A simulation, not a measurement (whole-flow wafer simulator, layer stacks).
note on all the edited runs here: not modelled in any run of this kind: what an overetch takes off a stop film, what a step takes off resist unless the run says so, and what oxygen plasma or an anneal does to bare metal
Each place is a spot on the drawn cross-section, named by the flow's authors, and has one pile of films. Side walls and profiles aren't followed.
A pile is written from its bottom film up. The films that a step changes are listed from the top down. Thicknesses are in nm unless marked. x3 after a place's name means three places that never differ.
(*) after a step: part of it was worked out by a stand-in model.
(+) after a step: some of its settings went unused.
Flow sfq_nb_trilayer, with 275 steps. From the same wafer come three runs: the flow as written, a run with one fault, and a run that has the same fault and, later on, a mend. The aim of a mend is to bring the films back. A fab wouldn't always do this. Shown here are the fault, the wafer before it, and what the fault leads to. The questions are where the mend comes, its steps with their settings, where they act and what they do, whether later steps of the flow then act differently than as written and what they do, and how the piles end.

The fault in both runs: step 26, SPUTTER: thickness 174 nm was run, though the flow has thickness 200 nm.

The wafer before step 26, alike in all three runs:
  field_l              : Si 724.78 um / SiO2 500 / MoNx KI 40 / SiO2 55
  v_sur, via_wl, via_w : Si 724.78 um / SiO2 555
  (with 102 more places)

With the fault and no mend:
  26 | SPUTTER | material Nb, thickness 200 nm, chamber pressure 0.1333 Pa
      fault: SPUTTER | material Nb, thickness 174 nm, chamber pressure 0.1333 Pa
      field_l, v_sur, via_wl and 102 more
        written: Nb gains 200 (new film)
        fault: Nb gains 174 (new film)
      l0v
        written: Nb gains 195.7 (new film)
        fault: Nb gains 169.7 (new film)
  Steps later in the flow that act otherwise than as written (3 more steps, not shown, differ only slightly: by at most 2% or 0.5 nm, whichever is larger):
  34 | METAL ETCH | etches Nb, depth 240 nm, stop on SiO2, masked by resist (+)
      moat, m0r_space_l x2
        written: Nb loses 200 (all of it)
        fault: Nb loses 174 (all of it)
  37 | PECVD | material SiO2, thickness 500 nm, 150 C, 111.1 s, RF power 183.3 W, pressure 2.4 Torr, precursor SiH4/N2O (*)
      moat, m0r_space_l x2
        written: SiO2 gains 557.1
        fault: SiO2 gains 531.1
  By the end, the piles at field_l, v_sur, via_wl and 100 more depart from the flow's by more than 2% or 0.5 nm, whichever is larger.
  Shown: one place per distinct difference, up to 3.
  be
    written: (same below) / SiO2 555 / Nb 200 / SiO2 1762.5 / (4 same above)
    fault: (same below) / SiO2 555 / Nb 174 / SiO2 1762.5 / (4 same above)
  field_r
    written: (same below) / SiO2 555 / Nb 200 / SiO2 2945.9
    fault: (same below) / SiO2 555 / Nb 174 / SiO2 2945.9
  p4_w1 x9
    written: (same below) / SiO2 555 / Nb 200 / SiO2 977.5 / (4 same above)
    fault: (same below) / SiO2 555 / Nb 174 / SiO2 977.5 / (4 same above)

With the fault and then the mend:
  The mend follows step 26.
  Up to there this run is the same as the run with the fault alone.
  26a | SPUTTER | material Nb, thickness 26 nm, chamber pressure 0.1333 Pa (a further turn of the flow's step 26, with different settings)
      field_l, via_wl, via_w and 100 more
        Nb gains 26
      v_sur
        Nb gains 25.1
      lsp_r
        Nb gains 25.6
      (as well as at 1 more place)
  Every later step of the flow that is run acts as written, at every place that is followed, to within 2% or 0.5 nm, whichever is larger.
  When the end is reached, the piles differ only a little from the flow's at the places that both follow, at most by 2% or 0.5 nm, whichever is larger.
